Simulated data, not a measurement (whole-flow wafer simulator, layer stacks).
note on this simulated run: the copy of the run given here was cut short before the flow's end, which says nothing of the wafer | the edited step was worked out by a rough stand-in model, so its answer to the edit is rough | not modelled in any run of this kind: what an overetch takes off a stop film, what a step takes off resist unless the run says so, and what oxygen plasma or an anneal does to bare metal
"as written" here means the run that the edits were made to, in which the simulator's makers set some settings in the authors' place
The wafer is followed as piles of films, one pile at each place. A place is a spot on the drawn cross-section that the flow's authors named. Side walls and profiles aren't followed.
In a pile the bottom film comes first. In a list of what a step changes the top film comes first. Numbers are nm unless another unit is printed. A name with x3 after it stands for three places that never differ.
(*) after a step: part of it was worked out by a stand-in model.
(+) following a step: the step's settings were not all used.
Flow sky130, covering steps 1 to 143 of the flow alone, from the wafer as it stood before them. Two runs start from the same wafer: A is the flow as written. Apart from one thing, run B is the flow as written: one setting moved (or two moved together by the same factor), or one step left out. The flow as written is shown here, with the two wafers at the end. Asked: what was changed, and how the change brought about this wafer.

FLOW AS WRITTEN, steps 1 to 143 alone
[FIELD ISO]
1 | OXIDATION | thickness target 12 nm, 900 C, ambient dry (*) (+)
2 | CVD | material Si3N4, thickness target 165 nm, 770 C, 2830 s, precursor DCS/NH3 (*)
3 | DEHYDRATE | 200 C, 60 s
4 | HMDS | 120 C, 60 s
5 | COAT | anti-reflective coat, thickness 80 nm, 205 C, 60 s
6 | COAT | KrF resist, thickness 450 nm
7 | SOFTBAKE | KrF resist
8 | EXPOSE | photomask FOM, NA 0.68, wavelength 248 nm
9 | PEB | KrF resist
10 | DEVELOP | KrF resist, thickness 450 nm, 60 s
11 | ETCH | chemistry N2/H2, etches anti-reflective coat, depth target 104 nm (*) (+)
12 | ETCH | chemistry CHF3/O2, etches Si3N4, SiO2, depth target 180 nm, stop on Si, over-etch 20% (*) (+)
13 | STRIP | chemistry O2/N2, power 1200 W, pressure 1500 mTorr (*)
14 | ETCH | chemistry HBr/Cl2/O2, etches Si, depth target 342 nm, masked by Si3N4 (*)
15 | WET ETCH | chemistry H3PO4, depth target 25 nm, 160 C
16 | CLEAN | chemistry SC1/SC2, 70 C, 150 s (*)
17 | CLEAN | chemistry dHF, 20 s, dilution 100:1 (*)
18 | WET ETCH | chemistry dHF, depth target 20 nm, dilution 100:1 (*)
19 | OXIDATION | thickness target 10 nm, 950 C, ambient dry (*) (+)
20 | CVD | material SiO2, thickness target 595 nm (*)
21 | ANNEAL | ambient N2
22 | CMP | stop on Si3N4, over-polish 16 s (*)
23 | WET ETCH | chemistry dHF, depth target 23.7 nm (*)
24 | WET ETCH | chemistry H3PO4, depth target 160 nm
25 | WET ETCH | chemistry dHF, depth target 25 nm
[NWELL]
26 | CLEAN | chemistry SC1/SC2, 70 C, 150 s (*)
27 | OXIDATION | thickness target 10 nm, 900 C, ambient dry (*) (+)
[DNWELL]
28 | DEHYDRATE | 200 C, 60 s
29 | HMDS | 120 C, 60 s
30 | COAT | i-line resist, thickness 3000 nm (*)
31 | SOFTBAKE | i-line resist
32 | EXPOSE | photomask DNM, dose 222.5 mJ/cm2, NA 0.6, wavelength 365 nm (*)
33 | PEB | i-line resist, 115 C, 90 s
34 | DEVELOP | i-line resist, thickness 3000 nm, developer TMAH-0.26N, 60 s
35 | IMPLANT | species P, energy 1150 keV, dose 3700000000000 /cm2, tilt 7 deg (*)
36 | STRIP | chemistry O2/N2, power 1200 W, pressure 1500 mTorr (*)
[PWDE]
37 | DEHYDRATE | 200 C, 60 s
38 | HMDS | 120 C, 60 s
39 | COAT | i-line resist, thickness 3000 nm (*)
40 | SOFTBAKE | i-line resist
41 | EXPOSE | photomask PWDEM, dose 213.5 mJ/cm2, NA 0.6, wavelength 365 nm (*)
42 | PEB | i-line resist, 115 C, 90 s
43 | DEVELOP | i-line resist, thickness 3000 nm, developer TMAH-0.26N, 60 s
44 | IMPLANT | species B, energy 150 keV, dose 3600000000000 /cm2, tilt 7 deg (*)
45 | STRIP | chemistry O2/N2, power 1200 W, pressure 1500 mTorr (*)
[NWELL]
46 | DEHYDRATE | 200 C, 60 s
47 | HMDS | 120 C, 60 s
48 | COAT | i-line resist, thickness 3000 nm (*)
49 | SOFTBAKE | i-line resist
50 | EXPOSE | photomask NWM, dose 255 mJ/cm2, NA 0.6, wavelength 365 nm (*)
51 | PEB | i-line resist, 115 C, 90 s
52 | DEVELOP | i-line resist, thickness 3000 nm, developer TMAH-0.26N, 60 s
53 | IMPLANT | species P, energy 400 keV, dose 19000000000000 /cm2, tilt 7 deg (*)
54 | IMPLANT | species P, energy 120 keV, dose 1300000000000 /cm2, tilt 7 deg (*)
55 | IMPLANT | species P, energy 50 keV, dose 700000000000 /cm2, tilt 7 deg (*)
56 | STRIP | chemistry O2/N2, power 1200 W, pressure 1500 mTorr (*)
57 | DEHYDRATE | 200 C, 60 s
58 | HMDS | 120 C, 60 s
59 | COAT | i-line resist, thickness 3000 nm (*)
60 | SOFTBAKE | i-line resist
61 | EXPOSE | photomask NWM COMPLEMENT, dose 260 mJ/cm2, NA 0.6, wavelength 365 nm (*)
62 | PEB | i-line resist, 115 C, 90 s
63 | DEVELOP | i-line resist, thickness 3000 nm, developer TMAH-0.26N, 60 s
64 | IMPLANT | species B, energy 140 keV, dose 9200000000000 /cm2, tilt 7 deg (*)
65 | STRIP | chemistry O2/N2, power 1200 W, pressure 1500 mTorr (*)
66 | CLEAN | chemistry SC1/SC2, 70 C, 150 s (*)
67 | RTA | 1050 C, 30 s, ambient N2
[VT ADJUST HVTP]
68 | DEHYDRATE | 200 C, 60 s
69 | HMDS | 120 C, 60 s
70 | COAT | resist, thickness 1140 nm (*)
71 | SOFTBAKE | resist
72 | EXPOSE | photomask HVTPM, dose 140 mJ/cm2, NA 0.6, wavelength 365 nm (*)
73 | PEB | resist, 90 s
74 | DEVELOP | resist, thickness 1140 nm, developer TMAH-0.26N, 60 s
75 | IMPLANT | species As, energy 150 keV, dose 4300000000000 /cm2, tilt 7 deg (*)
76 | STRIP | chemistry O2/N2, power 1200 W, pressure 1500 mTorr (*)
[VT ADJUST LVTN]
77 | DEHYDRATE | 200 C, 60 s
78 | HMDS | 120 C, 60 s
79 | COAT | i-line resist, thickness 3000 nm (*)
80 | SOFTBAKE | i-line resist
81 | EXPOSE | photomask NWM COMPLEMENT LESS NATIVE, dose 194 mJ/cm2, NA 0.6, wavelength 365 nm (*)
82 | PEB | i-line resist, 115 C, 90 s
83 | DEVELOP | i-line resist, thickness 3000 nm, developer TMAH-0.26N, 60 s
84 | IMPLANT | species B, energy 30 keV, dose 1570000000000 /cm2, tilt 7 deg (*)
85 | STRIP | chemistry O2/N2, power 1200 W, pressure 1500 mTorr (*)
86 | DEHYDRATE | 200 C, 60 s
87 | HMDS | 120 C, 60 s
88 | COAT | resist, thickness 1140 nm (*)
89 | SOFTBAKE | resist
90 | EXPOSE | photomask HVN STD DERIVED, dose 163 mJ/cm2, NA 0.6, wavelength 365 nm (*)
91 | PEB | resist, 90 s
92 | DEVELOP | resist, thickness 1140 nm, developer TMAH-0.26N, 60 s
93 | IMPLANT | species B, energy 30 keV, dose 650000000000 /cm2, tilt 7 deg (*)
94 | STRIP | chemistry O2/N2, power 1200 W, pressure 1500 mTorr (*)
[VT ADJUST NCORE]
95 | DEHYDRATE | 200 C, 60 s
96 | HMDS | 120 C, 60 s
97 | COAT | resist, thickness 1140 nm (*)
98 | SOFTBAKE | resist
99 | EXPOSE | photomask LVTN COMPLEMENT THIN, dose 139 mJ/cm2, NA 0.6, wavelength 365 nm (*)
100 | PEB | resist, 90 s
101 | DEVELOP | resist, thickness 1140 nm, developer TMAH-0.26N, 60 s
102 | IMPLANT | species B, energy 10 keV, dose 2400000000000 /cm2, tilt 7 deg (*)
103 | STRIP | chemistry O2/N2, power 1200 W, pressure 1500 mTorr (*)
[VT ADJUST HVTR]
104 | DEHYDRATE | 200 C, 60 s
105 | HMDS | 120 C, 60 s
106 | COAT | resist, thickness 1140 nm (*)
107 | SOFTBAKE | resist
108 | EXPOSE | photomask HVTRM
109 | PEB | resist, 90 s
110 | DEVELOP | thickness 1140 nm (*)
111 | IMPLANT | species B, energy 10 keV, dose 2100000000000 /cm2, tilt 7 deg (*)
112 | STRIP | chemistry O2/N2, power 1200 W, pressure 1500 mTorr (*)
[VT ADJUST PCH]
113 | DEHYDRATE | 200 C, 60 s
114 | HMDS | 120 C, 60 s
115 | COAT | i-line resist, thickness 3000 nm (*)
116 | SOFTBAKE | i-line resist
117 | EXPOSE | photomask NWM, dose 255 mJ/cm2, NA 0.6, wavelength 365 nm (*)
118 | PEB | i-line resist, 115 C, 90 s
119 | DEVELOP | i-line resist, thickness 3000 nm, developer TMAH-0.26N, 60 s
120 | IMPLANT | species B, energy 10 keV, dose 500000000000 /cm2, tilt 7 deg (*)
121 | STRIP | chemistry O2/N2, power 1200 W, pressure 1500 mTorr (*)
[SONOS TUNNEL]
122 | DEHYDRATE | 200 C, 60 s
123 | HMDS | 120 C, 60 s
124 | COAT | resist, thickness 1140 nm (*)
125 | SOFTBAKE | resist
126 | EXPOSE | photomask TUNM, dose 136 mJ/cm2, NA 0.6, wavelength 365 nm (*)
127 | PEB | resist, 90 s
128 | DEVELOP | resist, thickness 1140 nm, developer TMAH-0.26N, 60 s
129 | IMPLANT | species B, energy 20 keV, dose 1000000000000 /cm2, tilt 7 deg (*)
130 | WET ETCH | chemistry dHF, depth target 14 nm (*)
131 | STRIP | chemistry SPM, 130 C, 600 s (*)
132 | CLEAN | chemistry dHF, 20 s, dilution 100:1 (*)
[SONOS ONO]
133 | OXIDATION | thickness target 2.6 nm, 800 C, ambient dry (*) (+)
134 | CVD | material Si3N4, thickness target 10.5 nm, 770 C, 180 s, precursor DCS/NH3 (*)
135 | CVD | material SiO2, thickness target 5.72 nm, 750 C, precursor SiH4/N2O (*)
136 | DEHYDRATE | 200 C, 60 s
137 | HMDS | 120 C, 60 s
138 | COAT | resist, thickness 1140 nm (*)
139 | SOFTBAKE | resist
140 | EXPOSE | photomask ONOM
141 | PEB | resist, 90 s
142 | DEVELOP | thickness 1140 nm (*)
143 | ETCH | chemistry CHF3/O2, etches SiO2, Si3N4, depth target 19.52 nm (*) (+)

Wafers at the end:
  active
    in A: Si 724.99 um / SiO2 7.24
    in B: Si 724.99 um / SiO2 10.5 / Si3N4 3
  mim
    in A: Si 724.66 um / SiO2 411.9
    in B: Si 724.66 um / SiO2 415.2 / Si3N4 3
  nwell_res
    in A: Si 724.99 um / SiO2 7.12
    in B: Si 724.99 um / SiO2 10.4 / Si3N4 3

Cause: step 134, CVD: 288 s was run, whereas the flow has 180 s.

The path from the change to this, step by step:
  134 | CVD | material Si3N4, thickness target 10.5 nm, 770 C, 180 s, precursor DCS/NH3 (*)
      field, active, n_well and 187 more: A Si3N4 gains 10.5 (new film) | B Si3N4 gains 16.8 (new film)
  143 | ETCH | chemistry CHF3/O2, etches SiO2, Si3N4, depth target 19.52 nm (*) (+)
      field, active, p_well x5 and 179 more: A SiO2 loses 5.72 (all of it), Si3N4 loses 10.5 (all of it), SiO2 loses 3.3 | B SiO2 loses 5.72 (all of it), Si3N4 loses 13.8
      n_well, sonos_sd: A SiO2 loses 5.72 (all of it), Si3N4 loses 10.5 (all of it), SiO2 loses 2.6 (all of it), Si loses 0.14 | B SiO2 loses 5.72 (all of it), Si3N4 loses 13.8
